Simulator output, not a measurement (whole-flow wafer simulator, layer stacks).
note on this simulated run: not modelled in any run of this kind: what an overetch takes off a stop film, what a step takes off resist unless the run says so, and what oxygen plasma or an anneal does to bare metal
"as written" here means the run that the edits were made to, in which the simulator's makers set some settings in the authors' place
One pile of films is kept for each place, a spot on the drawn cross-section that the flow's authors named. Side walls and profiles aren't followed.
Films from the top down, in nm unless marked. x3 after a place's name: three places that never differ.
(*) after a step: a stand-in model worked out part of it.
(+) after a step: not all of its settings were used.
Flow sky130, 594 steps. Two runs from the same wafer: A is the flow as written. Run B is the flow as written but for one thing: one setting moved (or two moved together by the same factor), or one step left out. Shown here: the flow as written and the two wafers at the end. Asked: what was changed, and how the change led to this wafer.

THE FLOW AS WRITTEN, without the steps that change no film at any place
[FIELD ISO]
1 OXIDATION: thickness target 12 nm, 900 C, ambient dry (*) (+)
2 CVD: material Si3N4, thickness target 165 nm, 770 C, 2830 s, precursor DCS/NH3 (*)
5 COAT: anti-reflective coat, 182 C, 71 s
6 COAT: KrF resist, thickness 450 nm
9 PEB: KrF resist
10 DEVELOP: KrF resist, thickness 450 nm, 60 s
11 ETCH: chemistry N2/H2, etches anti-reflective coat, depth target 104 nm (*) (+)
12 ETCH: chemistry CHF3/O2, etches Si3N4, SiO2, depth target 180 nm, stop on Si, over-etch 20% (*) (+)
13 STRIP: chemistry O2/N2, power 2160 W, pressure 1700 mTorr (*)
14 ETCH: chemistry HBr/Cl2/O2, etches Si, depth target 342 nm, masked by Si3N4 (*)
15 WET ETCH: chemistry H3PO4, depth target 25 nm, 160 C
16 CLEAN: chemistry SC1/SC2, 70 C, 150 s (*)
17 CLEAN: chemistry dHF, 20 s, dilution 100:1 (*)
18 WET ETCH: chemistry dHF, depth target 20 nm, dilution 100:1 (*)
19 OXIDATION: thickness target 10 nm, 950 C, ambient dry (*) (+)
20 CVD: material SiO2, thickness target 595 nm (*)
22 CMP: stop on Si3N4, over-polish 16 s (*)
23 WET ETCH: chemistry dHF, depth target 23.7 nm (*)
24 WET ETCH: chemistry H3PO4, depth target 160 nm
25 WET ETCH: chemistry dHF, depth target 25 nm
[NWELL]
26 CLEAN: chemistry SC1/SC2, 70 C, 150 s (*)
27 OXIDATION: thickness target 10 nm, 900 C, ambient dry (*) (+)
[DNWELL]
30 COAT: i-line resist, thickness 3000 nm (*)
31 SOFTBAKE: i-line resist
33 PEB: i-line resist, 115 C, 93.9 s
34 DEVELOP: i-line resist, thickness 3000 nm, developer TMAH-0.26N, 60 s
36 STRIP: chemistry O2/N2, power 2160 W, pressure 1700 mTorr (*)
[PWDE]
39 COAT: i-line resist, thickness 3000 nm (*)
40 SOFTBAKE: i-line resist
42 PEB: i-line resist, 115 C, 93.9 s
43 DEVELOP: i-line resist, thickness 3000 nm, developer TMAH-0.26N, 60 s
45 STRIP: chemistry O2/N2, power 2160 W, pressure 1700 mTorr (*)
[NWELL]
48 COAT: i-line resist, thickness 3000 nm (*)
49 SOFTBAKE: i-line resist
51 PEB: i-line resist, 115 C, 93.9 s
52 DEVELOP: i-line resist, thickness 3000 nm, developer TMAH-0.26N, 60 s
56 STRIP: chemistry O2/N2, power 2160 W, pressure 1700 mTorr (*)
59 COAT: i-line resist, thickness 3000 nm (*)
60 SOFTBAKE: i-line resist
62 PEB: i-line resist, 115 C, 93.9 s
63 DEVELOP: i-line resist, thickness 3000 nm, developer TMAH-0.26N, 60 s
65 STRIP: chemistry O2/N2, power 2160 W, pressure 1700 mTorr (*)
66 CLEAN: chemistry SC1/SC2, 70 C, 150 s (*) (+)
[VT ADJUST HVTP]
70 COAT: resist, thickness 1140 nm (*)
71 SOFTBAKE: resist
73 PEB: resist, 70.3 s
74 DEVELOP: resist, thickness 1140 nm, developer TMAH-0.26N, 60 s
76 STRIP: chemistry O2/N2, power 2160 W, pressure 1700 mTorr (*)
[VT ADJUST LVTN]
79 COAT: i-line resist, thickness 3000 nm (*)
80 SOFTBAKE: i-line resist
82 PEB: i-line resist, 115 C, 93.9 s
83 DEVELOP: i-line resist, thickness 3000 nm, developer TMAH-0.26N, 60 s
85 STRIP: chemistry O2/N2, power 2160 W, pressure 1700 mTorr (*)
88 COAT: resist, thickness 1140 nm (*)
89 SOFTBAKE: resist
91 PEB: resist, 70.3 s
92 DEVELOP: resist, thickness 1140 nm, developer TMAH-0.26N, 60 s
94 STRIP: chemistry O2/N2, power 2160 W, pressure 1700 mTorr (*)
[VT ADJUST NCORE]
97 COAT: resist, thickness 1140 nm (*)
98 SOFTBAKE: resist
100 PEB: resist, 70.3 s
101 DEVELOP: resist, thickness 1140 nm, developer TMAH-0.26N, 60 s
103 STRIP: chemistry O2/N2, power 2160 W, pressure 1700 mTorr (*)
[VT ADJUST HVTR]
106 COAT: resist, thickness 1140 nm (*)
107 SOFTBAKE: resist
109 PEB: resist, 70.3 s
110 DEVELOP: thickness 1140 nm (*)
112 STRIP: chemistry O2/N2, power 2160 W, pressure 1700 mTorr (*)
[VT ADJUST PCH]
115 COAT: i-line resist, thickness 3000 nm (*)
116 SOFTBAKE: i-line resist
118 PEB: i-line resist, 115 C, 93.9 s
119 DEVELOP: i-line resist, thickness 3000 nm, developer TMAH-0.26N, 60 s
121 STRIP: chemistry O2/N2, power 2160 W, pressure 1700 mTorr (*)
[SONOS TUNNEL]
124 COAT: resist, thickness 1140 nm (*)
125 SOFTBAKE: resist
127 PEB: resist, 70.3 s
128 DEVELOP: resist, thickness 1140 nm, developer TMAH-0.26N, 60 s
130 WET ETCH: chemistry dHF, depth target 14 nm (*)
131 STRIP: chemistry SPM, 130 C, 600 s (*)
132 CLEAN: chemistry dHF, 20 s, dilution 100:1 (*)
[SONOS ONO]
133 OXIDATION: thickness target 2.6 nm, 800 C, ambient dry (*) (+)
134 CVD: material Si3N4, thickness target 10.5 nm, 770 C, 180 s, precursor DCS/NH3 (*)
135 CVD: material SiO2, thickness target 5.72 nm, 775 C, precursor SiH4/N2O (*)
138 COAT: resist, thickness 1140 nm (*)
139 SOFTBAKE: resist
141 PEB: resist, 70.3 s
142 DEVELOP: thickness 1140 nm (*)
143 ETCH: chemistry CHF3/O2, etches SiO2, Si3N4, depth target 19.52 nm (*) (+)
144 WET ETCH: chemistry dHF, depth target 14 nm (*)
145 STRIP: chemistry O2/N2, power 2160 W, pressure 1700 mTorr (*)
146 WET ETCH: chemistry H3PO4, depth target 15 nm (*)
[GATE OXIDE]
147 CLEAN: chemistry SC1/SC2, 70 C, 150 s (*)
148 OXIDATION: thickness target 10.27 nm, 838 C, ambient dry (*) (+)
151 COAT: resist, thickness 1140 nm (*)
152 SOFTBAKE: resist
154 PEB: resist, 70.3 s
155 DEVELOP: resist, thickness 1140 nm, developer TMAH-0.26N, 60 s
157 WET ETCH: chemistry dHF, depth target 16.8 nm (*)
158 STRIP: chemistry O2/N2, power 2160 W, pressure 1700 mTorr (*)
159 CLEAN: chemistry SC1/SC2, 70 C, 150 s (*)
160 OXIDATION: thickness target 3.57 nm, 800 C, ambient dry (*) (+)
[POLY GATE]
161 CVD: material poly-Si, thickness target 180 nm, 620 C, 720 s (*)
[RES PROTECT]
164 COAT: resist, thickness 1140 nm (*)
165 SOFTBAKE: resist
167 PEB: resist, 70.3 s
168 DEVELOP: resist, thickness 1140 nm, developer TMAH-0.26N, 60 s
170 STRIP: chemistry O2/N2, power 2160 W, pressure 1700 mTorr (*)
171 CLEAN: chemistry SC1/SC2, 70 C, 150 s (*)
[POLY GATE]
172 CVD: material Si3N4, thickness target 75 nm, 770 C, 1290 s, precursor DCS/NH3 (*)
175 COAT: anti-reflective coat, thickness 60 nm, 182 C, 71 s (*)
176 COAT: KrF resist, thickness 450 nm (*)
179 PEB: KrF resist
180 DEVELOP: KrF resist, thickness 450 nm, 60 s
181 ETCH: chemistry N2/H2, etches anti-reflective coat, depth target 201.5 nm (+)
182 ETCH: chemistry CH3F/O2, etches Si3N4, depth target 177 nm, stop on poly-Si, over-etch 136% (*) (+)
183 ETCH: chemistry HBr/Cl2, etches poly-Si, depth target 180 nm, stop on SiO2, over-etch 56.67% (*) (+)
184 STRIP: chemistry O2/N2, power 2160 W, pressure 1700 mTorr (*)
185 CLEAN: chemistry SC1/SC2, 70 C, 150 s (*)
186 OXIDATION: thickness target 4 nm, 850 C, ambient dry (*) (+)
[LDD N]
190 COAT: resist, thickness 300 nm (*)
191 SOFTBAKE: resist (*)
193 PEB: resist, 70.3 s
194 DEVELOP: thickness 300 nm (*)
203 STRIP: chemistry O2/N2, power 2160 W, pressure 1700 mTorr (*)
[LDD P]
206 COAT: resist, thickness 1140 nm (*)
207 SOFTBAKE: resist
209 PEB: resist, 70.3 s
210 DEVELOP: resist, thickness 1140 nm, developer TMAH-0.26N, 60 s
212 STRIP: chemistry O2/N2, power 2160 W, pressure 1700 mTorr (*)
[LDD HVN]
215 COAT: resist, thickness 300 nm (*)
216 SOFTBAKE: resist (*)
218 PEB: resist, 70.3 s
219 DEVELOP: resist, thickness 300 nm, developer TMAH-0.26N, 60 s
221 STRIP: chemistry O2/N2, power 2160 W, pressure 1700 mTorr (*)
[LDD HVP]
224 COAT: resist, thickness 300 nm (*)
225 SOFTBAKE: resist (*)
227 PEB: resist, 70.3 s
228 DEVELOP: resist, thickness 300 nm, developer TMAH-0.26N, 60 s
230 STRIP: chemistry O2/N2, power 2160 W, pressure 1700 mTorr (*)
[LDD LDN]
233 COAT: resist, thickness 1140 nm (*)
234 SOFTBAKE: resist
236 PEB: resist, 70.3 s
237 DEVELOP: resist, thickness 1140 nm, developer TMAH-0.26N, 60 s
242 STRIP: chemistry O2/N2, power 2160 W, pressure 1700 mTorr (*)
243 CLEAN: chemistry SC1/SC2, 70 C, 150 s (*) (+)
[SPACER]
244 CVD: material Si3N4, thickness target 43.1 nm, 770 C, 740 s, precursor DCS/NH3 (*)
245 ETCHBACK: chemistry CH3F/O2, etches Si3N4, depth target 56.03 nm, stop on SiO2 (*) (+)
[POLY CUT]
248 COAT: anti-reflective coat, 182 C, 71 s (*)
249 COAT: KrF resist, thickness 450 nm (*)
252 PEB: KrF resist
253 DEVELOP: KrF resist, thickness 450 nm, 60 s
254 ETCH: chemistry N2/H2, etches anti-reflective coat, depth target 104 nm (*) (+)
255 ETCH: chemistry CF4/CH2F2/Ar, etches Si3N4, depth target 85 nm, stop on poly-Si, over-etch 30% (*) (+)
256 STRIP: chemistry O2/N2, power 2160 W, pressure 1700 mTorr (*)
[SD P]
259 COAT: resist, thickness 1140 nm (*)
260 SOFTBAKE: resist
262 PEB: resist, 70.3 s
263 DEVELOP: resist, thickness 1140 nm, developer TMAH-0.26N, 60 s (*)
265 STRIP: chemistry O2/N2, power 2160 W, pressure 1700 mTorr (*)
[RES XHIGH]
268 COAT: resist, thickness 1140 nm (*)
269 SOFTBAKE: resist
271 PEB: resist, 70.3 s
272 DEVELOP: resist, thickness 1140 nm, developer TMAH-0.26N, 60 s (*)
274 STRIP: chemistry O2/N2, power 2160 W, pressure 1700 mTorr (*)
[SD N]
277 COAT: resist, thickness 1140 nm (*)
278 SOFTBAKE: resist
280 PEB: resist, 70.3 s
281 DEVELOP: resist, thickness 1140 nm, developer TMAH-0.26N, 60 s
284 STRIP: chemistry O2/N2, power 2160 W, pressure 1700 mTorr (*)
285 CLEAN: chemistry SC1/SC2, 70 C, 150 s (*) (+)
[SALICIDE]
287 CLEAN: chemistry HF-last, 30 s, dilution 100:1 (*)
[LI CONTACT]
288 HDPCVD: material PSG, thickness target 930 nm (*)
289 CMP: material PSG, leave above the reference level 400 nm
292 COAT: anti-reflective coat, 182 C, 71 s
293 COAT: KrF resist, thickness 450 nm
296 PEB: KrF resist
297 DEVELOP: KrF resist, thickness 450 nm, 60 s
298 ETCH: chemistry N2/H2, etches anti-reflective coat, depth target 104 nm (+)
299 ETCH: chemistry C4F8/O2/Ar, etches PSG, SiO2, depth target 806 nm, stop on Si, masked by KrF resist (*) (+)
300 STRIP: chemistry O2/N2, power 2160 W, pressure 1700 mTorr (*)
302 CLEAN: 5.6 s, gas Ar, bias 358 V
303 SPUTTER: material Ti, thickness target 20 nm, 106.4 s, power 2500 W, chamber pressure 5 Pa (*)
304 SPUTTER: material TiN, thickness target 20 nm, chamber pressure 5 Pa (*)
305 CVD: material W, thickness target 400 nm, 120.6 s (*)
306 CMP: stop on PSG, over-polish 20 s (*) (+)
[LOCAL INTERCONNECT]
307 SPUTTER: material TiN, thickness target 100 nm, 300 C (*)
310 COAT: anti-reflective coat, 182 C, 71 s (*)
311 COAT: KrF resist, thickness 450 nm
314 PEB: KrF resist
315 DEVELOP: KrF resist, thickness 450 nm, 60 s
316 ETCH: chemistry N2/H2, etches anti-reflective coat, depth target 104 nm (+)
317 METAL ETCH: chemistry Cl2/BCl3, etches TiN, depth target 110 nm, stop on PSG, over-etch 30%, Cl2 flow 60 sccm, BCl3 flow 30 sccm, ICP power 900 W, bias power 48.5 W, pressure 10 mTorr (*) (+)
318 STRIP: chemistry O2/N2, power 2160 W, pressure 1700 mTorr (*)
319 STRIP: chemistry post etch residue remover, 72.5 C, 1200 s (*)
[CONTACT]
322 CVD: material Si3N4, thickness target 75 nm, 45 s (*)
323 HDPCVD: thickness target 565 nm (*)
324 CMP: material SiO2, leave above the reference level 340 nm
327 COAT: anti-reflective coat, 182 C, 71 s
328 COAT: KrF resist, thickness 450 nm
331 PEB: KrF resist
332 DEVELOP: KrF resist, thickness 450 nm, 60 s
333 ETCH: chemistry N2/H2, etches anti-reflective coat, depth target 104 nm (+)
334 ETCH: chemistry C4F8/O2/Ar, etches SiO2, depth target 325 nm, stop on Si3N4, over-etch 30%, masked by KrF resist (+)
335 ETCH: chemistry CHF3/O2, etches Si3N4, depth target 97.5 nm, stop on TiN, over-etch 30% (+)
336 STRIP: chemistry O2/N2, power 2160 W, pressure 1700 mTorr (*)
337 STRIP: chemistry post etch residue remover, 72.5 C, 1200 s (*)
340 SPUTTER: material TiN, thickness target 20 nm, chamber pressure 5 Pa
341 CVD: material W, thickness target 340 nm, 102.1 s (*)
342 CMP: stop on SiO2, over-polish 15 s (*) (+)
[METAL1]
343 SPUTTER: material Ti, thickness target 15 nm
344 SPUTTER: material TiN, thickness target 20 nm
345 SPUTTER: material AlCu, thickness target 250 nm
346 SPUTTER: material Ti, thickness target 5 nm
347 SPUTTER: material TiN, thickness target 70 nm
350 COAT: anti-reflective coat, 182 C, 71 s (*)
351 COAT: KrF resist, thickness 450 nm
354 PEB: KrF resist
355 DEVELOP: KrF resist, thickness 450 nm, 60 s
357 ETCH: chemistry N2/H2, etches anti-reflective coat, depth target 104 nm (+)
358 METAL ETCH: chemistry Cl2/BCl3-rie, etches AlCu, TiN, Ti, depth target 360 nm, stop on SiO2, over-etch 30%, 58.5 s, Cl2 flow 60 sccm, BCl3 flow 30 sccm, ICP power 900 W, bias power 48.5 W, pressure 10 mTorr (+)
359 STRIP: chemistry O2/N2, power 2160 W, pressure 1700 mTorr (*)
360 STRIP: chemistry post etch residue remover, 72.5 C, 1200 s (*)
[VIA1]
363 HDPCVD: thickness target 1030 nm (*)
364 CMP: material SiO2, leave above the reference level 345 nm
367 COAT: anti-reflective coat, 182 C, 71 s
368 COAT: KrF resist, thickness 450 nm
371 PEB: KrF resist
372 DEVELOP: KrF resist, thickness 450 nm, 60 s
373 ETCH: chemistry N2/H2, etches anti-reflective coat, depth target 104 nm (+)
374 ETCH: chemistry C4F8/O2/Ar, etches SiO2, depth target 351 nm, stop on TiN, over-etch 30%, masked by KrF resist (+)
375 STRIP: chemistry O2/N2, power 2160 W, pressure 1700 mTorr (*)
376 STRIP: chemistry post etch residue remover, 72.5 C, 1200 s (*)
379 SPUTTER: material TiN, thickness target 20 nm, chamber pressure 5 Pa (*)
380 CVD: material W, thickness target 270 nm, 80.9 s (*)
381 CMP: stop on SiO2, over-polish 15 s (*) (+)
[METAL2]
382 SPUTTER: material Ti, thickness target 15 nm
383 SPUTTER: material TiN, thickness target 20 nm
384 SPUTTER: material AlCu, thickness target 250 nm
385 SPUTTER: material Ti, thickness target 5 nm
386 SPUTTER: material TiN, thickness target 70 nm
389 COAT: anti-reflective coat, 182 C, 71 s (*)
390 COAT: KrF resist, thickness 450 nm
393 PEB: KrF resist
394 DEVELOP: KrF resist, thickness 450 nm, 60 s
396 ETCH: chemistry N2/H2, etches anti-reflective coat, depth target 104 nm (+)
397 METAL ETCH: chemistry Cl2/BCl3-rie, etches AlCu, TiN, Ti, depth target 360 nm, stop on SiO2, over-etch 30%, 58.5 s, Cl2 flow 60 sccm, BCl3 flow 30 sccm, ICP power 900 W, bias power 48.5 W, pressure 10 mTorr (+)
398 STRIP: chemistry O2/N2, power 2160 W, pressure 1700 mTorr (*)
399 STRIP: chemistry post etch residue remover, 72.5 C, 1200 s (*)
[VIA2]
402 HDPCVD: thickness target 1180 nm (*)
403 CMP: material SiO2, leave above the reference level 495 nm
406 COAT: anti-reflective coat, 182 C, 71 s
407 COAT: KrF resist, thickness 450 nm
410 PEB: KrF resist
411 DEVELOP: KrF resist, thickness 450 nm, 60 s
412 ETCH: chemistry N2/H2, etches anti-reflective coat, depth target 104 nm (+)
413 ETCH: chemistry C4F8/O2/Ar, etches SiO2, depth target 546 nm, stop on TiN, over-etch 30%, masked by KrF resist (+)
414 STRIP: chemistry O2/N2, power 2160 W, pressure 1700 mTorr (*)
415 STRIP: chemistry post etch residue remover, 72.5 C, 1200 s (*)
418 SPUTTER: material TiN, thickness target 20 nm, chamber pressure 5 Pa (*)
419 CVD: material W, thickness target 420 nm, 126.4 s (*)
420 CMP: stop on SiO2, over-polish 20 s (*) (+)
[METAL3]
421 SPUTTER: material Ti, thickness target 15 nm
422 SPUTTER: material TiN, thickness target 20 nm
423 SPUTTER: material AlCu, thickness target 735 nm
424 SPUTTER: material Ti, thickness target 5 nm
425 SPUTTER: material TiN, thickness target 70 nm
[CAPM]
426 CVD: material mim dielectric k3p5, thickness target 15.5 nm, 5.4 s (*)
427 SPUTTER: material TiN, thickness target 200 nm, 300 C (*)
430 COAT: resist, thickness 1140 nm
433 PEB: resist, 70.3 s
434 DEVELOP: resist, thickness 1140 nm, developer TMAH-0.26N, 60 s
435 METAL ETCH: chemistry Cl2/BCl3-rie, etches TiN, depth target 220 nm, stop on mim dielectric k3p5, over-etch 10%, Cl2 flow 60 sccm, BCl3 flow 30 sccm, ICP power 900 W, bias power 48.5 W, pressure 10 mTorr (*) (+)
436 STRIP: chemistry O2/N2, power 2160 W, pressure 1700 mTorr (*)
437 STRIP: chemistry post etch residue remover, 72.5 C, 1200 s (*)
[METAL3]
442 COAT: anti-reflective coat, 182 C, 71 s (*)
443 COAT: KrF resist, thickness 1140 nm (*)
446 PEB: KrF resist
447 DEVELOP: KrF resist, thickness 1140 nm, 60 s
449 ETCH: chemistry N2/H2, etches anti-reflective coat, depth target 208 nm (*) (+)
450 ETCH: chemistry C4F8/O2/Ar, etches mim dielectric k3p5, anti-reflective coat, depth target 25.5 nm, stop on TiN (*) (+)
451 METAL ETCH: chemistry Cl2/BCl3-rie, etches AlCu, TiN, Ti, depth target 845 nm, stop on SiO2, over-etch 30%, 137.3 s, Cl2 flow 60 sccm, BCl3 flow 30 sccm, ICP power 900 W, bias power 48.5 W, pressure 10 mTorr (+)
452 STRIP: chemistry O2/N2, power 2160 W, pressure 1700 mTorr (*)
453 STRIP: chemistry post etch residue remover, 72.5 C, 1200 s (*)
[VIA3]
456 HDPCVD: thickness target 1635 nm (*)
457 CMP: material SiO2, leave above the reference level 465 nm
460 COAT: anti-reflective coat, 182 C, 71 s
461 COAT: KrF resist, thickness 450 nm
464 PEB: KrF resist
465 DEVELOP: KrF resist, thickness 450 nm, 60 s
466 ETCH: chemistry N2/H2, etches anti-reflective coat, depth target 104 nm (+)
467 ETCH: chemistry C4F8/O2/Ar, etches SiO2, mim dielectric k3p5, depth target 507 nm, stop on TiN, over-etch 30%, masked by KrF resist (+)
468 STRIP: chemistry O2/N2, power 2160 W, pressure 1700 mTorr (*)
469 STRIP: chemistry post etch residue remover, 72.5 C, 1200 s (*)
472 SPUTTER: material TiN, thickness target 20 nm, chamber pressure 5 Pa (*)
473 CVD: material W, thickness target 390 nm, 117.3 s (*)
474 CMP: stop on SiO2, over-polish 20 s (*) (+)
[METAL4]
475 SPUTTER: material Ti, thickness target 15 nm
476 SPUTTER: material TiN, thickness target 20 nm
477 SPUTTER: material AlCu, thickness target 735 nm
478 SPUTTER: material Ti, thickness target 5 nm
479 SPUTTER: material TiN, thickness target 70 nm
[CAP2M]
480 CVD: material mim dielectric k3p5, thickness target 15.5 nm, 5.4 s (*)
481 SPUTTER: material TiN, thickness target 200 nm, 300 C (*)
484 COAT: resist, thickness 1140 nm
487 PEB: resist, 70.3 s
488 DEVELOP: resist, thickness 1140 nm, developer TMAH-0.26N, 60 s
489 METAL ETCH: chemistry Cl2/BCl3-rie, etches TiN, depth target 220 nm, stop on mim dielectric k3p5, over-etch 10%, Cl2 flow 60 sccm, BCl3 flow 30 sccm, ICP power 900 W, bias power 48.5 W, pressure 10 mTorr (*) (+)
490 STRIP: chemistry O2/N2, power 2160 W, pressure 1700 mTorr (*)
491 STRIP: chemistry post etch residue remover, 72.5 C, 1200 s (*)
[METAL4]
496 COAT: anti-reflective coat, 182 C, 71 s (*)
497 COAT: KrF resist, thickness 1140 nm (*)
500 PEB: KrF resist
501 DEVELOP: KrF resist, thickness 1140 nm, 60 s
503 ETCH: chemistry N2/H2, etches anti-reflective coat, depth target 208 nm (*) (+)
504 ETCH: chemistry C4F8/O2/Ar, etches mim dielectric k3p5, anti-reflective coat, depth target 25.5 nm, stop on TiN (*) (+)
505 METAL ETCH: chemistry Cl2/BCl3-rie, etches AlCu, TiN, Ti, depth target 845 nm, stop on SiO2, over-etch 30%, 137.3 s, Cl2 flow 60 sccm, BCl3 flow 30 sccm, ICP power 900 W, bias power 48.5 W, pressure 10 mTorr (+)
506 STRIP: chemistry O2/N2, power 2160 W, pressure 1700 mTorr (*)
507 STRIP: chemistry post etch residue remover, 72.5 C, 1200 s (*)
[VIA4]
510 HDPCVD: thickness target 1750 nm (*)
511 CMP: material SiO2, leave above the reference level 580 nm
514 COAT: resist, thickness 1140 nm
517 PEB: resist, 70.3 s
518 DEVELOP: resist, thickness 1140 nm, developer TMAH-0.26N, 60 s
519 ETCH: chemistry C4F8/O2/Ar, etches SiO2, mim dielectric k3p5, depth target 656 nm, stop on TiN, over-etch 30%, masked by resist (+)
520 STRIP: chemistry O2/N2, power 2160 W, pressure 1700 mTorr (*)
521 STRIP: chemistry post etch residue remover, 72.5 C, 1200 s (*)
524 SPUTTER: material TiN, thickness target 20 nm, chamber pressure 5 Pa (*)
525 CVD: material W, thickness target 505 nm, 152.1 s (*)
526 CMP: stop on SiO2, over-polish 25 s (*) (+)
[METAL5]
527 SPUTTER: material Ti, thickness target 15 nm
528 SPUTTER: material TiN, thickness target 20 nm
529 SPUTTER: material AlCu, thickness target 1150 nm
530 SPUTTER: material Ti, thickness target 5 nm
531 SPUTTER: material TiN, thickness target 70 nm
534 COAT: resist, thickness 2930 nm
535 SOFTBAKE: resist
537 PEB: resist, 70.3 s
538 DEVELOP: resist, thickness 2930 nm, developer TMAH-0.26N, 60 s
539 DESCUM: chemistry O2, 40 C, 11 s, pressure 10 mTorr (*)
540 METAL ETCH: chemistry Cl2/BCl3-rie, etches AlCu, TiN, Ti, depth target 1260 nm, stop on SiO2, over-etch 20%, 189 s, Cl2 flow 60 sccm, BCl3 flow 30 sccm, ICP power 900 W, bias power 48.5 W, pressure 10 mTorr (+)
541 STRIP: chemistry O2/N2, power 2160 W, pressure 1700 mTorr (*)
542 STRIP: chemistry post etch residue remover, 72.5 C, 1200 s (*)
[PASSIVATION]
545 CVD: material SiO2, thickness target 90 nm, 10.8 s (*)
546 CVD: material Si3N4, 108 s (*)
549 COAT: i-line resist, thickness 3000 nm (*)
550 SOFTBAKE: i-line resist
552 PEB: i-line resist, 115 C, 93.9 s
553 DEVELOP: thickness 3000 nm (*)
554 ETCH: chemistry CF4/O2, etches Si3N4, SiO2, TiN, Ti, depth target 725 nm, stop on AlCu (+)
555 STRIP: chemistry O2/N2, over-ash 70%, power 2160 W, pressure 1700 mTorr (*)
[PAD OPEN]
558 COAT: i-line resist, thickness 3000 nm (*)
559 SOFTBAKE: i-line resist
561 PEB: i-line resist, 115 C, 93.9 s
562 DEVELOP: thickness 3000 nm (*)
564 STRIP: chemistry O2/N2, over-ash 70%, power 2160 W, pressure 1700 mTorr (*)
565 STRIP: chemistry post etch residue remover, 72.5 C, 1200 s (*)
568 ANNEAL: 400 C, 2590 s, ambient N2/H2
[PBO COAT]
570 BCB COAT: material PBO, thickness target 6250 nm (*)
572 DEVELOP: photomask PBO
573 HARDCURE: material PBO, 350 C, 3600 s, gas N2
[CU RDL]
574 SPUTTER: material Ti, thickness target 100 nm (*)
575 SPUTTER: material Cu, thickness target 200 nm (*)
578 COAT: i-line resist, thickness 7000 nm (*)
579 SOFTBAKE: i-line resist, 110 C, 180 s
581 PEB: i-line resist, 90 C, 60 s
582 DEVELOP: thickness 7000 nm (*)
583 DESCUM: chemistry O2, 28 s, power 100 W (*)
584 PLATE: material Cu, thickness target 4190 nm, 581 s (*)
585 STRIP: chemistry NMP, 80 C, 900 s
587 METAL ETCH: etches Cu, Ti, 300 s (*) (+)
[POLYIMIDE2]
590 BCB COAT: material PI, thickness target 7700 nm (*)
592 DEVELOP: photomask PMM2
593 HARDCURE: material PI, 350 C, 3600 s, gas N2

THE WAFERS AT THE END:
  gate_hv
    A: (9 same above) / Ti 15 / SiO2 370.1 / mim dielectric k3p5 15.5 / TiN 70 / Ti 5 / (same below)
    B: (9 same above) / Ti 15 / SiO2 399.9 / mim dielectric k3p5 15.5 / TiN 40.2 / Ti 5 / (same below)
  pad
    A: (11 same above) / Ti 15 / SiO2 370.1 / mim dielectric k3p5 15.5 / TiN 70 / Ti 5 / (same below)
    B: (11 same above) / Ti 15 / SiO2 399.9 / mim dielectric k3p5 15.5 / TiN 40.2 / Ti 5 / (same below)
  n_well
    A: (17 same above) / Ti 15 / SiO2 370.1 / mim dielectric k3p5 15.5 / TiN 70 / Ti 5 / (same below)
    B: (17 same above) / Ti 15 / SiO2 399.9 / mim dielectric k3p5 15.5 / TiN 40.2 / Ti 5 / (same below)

The cause: step 425, SPUTTER: thickness target 40.2 nm was run, where the flow has thickness target 70 nm.
It can be read off the wafer: gate_hv has TiN 40.2, and step 425 as written asks for 70 nm.

How the change led to this, step by step:
  425 SPUTTER: material TiN, thickness target 70 nm
      field, active, n_well and 188 more: A TiN +70 (new film) | B TiN +40.2 (new film)
  451 METAL ETCH: chemistry Cl2/BCl3-rie, etches AlCu, TiN, Ti, depth target 845 nm, stop on SiO2, over-etch 30%, 137.3 s, Cl2 flow 60 sccm, BCl3 flow 30 sccm, ICP power 900 W, bias power 48.5 W, pressure 10 mTorr (+)
      field, gate, spacer and 68 more: A TiN -70 (all of it), Ti -5 (all of it), AlCu -735 (all of it), TiN -20 (all of it), Ti -15 (all of it), SiO2 -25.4 | B TiN -40.2 (all of it), Ti -5 (all of it), AlCu -735 (all of it), TiN -20 (all of it), Ti -15 (all of it), SiO2 -28.3
      active, vpp_ln, vpp_iso2 and 11 more: A TiN -70 (all of it), Ti -5 (all of it), AlCu -735 (all of it), TiN -20 (all of it), Ti -15 (all of it), SiO2 -25.3 | B TiN -40.2 (all of it), Ti -5 (all of it), AlCu -735 (all of it), TiN -20 (all of it), Ti -15 (all of it), SiO2 -28.3
  457 CMP: material SiO2, leave above the reference level 465 nm
      n_well, p_well, gate_hv and 99 more: A SiO2 -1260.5 | B SiO2 -1230.7
      mim, mim_edge_plate_strap, mim_edge_plate: A SiO2 -1459.7 | B SiO2 -1429.9
      (and at 2 more places)
  467 ETCH: chemistry C4F8/O2/Ar, etches SiO2, mim dielectric k3p5, depth target 507 nm, stop on TiN, over-etch 30%, masked by KrF resist (+)
      m1: A SiO2 -374.5 (all of it), mim dielectric k3p5 -15.5 (all of it) | B SiO2 -404.3 (all of it), mim dielectric k3p5 -15.5 (all of it)
      via3_hole: A SiO2 -373.9 (all of it), mim dielectric k3p5 -15.5 (all of it) | B SiO2 -403.7 (all of it), mim dielectric k3p5 -15.5 (all of it)
  473 CVD: material W, thickness target 390 nm, 117.3 s (*)
      m1: A W +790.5 (new film) | B W +820.7 (new film)
      via3_hole: A W +789.9 (new film) | B W +820.1 (new film)
